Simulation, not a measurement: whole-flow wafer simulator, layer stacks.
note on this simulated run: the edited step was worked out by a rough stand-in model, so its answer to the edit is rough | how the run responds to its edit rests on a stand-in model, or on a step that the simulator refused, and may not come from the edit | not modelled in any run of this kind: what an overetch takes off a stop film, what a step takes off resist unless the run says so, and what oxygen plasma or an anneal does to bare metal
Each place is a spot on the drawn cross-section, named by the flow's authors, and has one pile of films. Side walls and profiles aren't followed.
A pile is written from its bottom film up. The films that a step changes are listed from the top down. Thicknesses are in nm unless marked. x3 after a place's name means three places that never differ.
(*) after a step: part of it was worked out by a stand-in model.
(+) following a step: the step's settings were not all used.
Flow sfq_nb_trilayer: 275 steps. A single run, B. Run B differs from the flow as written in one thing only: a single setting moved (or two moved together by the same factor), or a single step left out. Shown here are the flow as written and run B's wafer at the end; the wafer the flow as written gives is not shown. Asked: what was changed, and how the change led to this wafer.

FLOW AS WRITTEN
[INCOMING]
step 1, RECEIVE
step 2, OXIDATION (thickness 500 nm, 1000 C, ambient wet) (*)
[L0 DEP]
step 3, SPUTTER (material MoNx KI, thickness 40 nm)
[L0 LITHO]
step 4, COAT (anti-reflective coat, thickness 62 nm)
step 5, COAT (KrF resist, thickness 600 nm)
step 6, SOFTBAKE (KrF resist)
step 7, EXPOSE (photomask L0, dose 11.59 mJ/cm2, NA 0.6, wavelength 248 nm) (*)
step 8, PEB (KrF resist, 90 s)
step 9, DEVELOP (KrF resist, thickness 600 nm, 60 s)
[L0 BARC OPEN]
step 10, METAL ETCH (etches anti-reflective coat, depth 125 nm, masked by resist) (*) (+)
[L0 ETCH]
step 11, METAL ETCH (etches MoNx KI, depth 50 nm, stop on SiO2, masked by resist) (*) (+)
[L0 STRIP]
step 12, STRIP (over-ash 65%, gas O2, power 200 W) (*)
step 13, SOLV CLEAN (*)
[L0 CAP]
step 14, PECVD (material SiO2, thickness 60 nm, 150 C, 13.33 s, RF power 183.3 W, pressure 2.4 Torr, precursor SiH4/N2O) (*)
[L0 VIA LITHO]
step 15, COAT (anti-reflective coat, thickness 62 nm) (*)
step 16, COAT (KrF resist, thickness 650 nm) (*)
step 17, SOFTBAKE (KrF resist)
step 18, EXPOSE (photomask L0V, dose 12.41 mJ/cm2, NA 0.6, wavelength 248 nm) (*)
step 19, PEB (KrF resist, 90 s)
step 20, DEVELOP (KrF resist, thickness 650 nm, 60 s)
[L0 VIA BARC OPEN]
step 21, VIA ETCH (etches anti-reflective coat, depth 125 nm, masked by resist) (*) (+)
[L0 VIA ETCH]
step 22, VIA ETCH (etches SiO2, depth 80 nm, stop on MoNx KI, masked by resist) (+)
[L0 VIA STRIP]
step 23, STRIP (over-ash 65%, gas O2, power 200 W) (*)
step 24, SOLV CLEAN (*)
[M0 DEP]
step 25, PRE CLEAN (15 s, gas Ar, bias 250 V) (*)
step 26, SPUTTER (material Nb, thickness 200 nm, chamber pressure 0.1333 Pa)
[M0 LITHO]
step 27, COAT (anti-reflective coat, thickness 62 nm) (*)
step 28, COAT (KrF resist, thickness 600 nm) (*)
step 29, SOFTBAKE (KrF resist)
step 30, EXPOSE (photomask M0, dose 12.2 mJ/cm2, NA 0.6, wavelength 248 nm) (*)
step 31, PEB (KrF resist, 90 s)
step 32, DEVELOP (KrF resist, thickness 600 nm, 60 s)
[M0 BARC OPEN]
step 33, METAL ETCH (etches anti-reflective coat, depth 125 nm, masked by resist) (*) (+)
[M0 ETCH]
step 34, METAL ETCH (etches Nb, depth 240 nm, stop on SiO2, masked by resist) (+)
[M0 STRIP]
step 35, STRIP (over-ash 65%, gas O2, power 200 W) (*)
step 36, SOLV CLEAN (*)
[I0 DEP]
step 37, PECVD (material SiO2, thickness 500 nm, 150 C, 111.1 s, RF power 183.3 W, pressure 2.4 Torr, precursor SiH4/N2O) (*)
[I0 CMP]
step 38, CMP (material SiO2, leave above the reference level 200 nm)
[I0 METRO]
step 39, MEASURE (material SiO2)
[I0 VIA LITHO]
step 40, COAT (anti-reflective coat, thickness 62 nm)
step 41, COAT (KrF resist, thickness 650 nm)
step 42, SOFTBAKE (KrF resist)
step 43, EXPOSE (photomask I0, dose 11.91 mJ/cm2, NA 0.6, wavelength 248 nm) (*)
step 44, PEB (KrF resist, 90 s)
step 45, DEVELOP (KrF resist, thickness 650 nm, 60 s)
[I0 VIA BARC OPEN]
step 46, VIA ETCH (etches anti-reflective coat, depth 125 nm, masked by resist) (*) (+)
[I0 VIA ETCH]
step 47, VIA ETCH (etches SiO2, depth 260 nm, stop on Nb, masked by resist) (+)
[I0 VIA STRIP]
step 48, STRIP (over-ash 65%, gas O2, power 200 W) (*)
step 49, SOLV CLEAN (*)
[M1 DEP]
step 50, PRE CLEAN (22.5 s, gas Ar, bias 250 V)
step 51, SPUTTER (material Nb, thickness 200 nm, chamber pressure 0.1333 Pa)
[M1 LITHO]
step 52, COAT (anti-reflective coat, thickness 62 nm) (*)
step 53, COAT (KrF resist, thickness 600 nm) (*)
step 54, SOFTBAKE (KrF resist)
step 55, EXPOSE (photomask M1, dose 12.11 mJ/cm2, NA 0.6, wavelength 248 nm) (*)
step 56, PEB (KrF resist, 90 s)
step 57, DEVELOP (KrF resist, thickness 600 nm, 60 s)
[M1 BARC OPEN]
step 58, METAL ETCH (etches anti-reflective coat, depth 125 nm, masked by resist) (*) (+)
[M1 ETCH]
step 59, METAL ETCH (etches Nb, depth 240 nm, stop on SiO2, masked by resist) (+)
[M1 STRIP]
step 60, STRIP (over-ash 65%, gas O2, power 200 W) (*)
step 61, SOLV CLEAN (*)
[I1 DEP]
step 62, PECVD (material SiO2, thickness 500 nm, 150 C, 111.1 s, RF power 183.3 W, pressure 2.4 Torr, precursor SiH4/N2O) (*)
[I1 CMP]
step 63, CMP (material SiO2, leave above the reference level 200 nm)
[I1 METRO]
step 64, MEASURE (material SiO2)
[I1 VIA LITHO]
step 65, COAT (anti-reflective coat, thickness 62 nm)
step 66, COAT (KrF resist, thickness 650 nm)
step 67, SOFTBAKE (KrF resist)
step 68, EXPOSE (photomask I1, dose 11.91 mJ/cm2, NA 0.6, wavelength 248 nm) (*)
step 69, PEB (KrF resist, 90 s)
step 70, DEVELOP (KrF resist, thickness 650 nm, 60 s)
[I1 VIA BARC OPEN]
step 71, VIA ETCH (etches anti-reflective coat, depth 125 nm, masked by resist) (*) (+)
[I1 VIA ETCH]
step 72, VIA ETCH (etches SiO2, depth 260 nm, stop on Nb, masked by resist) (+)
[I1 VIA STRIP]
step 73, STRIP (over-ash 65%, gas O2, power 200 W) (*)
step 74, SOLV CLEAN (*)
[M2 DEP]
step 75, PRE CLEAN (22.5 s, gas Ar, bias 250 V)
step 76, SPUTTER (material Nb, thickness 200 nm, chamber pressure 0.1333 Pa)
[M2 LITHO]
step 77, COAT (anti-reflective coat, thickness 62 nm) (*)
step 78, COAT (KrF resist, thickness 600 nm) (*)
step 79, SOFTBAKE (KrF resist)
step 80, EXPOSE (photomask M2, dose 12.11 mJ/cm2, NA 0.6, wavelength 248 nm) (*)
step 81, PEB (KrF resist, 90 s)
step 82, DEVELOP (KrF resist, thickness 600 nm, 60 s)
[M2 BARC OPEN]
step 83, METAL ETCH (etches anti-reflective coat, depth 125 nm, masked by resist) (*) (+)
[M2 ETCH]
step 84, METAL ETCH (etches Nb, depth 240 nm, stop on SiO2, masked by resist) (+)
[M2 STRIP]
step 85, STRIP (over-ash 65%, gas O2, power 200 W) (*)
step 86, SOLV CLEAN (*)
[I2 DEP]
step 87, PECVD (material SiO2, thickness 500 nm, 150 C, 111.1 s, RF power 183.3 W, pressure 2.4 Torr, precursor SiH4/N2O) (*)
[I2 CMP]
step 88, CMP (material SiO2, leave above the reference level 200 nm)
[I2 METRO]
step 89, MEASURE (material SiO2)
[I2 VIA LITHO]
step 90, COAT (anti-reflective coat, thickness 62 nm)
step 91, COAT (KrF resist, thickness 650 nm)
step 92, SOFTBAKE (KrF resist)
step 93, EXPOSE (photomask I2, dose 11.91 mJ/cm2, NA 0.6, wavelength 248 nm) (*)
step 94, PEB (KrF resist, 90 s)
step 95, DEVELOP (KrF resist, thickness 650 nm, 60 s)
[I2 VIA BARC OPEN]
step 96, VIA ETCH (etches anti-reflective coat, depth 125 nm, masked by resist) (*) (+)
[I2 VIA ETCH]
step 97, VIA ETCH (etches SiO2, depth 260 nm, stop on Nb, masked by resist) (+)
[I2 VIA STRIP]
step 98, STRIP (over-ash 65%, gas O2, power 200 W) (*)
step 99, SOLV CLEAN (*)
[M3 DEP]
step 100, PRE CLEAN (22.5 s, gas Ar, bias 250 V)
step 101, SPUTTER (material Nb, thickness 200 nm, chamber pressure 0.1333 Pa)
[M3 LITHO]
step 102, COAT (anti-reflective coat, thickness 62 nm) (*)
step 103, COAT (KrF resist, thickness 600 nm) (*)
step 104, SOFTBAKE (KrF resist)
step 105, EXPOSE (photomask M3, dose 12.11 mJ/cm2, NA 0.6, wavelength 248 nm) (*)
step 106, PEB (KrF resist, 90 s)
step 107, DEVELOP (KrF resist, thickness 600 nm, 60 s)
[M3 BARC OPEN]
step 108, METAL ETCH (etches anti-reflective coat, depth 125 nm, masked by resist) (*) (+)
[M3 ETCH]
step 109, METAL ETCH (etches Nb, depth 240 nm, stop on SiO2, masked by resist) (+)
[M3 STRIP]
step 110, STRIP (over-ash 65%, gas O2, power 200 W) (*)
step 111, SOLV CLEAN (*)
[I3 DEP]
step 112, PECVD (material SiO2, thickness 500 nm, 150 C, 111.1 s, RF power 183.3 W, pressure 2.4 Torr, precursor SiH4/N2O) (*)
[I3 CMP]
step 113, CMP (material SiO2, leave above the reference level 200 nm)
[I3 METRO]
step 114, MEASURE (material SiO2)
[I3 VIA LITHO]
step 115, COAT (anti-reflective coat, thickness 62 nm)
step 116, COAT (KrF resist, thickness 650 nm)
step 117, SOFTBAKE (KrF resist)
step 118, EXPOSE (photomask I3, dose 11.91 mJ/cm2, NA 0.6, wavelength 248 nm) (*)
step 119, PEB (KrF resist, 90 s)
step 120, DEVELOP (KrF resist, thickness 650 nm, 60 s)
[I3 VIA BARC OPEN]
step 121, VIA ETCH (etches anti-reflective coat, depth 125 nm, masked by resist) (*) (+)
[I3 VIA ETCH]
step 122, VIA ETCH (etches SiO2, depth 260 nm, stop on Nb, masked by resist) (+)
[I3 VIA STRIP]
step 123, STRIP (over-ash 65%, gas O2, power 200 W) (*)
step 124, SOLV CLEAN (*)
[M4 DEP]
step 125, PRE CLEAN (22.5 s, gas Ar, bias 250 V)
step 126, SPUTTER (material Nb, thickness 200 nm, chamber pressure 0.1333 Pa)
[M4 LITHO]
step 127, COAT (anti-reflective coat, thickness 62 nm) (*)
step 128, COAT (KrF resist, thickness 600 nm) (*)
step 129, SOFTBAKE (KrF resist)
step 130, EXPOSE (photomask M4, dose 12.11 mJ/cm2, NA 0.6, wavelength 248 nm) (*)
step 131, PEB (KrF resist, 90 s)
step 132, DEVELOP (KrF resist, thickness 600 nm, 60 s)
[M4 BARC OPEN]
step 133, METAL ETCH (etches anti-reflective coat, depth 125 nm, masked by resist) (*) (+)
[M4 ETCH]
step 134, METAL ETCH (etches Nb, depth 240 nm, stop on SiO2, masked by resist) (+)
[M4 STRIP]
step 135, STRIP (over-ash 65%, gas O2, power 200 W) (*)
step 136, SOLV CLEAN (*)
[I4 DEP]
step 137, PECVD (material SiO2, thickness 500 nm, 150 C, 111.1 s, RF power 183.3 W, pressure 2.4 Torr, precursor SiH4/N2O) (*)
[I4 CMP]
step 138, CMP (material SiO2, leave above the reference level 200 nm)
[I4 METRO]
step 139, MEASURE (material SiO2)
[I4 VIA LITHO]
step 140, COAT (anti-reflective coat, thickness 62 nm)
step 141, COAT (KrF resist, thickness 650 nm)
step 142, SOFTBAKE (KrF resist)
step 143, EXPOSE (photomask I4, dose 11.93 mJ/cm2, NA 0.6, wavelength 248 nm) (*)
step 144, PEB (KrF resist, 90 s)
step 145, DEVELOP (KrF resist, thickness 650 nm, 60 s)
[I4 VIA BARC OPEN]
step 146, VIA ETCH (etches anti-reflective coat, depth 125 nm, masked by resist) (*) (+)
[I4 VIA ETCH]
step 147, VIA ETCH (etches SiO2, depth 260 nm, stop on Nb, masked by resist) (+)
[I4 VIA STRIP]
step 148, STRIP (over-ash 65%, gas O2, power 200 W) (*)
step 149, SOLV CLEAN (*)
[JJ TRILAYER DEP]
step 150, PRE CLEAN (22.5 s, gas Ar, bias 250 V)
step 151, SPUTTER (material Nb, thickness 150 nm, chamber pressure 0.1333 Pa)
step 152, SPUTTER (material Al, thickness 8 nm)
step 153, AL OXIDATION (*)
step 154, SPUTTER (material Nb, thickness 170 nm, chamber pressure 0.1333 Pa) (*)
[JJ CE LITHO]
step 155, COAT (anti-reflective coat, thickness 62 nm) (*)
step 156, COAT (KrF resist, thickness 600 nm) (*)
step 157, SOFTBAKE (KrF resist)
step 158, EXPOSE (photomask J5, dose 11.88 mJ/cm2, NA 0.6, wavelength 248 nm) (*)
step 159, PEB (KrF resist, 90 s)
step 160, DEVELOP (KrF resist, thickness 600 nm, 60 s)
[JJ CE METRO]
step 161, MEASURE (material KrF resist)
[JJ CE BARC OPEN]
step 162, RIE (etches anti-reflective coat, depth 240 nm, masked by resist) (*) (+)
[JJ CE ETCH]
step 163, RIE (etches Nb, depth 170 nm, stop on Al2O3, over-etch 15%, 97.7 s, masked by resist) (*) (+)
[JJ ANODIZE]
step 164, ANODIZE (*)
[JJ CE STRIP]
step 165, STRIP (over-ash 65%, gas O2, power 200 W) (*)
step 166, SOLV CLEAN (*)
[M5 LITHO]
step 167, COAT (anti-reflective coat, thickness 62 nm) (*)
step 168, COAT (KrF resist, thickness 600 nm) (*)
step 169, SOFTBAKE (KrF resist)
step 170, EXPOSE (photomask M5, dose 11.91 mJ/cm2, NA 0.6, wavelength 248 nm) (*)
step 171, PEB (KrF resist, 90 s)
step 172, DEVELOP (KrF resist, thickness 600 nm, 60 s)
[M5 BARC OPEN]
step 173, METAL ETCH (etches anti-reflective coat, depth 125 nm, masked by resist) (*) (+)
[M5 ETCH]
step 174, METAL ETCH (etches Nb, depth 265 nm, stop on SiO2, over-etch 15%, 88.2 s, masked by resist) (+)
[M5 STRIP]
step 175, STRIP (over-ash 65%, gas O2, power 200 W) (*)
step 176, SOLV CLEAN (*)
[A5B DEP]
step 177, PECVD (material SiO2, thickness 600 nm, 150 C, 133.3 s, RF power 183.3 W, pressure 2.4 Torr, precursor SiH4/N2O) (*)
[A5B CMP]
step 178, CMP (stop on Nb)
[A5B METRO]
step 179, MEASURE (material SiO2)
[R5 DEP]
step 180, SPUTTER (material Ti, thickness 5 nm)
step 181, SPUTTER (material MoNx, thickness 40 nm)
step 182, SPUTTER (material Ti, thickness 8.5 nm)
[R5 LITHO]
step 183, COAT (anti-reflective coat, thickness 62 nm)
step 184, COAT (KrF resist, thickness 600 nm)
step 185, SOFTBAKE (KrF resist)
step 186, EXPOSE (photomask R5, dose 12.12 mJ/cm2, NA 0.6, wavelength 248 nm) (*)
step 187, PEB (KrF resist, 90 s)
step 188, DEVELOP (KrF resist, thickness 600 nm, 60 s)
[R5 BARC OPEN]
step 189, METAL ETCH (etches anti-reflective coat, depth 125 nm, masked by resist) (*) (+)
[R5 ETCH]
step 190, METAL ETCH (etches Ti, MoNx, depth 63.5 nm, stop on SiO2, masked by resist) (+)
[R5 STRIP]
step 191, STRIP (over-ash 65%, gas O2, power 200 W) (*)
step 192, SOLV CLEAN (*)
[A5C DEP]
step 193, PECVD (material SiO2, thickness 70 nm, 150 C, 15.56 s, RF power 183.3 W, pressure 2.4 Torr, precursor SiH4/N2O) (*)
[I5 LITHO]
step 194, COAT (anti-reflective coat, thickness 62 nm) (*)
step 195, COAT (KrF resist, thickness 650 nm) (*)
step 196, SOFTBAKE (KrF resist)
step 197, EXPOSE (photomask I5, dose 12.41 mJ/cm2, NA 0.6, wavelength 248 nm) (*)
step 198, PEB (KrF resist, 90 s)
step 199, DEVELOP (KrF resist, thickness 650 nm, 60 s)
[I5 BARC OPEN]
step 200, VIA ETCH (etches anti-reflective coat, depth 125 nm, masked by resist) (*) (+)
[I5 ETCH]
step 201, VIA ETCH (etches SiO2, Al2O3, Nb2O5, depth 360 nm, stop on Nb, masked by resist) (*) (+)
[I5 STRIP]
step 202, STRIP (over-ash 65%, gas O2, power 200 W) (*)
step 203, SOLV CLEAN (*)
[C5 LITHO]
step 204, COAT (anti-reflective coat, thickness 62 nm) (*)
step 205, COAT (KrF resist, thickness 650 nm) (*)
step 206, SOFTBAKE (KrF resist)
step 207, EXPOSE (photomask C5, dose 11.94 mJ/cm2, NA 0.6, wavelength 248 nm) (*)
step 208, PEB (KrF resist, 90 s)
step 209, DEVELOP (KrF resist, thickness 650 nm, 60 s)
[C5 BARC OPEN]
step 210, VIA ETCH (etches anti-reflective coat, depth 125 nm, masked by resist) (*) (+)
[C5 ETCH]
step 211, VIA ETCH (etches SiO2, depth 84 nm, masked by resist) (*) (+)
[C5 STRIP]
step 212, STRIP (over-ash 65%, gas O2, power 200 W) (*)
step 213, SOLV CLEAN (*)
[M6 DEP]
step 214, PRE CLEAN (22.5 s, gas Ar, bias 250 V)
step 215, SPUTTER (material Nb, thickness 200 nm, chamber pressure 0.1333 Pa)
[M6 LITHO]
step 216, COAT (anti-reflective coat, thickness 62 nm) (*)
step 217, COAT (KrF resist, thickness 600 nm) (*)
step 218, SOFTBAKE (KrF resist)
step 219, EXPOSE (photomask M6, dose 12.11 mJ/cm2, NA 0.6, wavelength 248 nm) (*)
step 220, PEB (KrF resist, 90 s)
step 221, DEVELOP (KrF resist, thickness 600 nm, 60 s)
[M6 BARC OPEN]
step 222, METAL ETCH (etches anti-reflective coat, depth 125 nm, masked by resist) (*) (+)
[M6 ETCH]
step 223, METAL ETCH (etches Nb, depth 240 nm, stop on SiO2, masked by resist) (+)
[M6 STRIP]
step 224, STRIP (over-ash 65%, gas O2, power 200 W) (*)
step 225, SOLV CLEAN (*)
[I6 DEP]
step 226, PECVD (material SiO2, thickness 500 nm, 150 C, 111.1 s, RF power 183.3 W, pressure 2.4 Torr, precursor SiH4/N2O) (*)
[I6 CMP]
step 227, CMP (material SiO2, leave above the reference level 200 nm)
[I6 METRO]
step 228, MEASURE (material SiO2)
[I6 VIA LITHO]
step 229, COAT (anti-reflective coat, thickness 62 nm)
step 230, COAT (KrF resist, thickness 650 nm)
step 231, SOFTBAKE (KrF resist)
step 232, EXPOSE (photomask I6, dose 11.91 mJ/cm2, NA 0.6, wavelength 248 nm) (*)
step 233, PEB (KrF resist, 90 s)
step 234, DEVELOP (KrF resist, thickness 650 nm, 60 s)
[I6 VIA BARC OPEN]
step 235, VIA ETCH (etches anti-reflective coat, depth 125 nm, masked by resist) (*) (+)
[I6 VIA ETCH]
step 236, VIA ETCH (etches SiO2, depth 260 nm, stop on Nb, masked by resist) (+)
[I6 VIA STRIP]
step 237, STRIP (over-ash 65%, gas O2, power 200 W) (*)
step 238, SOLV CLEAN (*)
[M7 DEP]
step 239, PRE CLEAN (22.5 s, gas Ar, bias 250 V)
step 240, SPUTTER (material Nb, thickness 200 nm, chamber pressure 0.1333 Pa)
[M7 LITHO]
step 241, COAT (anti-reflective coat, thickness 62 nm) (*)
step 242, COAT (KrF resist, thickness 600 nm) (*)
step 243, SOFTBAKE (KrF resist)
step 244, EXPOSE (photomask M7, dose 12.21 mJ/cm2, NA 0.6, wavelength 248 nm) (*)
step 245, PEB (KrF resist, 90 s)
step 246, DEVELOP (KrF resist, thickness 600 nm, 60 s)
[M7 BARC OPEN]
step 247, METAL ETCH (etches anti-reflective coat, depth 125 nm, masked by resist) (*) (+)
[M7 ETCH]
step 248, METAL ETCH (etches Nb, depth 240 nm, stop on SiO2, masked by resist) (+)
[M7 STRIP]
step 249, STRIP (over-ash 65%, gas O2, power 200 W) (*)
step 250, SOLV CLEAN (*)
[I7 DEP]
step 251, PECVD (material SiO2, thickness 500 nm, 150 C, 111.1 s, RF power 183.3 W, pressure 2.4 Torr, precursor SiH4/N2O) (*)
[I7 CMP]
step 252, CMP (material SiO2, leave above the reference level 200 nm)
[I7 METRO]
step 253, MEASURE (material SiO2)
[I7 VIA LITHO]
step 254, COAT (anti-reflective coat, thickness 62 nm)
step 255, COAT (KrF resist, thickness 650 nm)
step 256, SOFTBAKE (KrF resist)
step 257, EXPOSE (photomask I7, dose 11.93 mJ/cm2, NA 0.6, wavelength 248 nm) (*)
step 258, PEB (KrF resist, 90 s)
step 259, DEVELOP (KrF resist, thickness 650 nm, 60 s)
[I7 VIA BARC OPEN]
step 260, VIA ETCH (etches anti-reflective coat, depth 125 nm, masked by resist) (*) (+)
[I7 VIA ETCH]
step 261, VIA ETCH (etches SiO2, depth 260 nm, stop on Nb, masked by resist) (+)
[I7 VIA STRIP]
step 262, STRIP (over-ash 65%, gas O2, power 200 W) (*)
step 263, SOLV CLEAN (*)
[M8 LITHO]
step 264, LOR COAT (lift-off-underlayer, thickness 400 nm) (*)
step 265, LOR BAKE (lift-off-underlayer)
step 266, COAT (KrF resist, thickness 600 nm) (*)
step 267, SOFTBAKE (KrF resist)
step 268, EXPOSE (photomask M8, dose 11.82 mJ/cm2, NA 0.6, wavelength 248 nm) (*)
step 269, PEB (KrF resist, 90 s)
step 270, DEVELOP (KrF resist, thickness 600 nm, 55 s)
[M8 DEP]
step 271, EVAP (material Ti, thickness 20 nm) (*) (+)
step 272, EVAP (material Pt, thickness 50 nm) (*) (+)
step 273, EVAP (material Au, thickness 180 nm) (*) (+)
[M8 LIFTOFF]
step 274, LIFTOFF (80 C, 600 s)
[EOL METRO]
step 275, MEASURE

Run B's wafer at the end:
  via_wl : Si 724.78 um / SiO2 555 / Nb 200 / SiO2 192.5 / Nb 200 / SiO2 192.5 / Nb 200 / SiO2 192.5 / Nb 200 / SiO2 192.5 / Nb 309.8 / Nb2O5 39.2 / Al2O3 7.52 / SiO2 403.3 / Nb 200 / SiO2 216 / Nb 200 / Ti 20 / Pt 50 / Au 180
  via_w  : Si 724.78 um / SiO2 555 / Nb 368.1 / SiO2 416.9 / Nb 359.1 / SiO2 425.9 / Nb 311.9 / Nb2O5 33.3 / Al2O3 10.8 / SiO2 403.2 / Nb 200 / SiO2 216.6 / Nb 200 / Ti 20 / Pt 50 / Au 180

The reason: step 177, PECVD: thickness 360 nm was run, though the flow has thickness 600 nm; step 177, PECVD: 80 s was run, where the flow has 133.3 s.

The path from the change to this, step by step:
  step 177, PECVD (material SiO2, thickness 600 nm, 150 C, 133.3 s, RF power 183.3 W, pressure 2.4 Torr, precursor SiH4/N2O) (*)
      v_sur, via_sp, via_v and 47 more: SiO2 gains 360 (new film) (in the flow as written it would be: SiO2 gains 600 (new film))
      field_l, p4_fl, p4_fm and 39 more: SiO2 gains 360 (in the flow as written it would be: SiO2 gains 600)
      (also at 14 further places)
  step 178, CMP (stop on Nb)
      via_wl, via_wr: nothing (in the flow as written it would be: SiO2 loses 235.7)
      via_w: nothing (in the flow as written it would be: SiO2 loses 235.2)
      (also at 103 further places)
  step 181, SPUTTER (material MoNx, thickness 40 nm)
      via_wl, via_wr: MoNx gains 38 (new film) (in the flow as written it would be: MoNx gains 40 (new film))
  step 182, SPUTTER (material Ti, thickness 8.5 nm)
      via_wl, via_wr: Ti gains 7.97 (new film) (in the flow as written it would be: Ti gains 8.5 (new film))
  step 183, COAT (anti-reflective coat, thickness 62 nm)
      via_wl, via_wr: anti-reflective coat gains 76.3 (new film) (in the flow as written it would be: anti-reflective coat gains 62 (new film))
      v_sur: anti-reflective coat gains 58.5 (new film) (in the flow as written it would be: anti-reflective coat gains 62 (new film))
      (also at 2 further places)
  step 189, METAL ETCH (etches anti-reflective coat, depth 125 nm, masked by resist) (*) (+)
      via_wl, via_wr: anti-reflective coat loses 76.3 (all of it) (in the flow as written it would be: anti-reflective coat loses 62 (all of it))
      v_sur: anti-reflective coat loses 58.5 (all of it) (in the flow as written it would be: anti-reflective coat loses 62 (all of it))
      (also at 2 further places)
  step 190, METAL ETCH (etches Ti, MoNx, depth 63.5 nm, stop on SiO2, masked by resist) (+)
      via_wl, via_wr: Ti loses 7.97 (all of it), MoNx loses 38 (all of it), Ti loses 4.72 (all of it) (in the flow as written it would be: Ti loses 8.5 (all of it), MoNx loses 40 (all of it), Ti loses 5 (all of it))
  step 194, COAT (anti-reflective coat, thickness 62 nm) (*)
      v_sur: anti-reflective coat gains 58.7 (new film) (in the flow as written it would be: anti-reflective coat gains 62.2 (new film))
      via_wl: anti-reflective coat gains 73.4 (new film) (in the flow as written it would be: anti-reflective coat gains 62.2 (new film))
      (also at 3 further places)
  step 202, STRIP (over-ash 65%, gas O2, power 200 W) (*)
      v_sur: KrF resist loses 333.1 (all of it), anti-reflective coat loses 58.7 (all of it) (in the flow as written it would be: KrF resist loses 333.7 (all of it), anti-reflective coat loses 62.2 (all of it))
      via_wl: KrF resist loses 340.8 (all of it), anti-reflective coat loses 73.4 (all of it) (in the flow as written it would be: KrF resist loses 333.7 (all of it), anti-reflective coat loses 62.2 (all of it))
      (also at 3 further places)
  step 204, COAT (anti-reflective coat, thickness 62 nm) (*)
      v_sur: anti-reflective coat gains 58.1 (new film) (in the flow as written it would be: anti-reflective coat gains 61.6 (new film))
      via_wl: anti-reflective coat gains 72.7 (new film) (in the flow as written it would be: anti-reflective coat gains 61.6 (new film))
      (also at 3 further places)
  step 212, STRIP (over-ash 65%, gas O2, power 200 W) (*)
      v_sur: KrF resist loses 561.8 (all of it), anti-reflective coat loses 58.1 (all of it) (in the flow as written it would be: KrF resist loses 562.4 (all of it), anti-reflective coat loses 61.6 (all of it))
      via_wl: KrF resist loses 569.2 (all of it), anti-reflective coat loses 72.7 (all of it) (in the flow as written it would be: KrF resist loses 562.3 (all of it), anti-reflective coat loses 61.6 (all of it))
      (also at 3 further places)
  step 216, COAT (anti-reflective coat, thickness 62 nm) (*)
      v_sur: anti-reflective coat gains 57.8 (new film) (in the flow as written it would be: anti-reflective coat gains 61.6 (new film))
      via_wl: anti-reflective coat gains 71.7 (new film) (in the flow as written it would be: anti-reflective coat gains 61.5 (new film))
      (also at 3 further places)
  step 217, COAT (KrF resist, thickness 600 nm) (*)
      via_w: KrF resist gains 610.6 (new film) (in the flow as written it would be: KrF resist gains 598.1 (new film))
  step 224, STRIP (over-ash 65%, gas O2, power 200 W) (*)
      v_sur: KrF resist loses 380.4 (all of it), anti-reflective coat loses 57.8 (all of it) (in the flow as written it would be: KrF resist loses 381.2 (all of it), anti-reflective coat loses 61.6 (all of it))
      via_wl: KrF resist loses 388.4 (all of it), anti-reflective coat loses 71.7 (all of it) (in the flow as written it would be: KrF resist loses 381 (all of it), anti-reflective coat loses 61.5 (all of it))
      (also at 3 further places)
  step 227, CMP (material SiO2, leave above the reference level 200 nm)
      via_wl, via_wr: SiO2 loses 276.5 (in the flow as written it would be: SiO2 loses 300)
      via_w: SiO2 loses 275.9 (in the flow as written it would be: SiO2 loses 300)
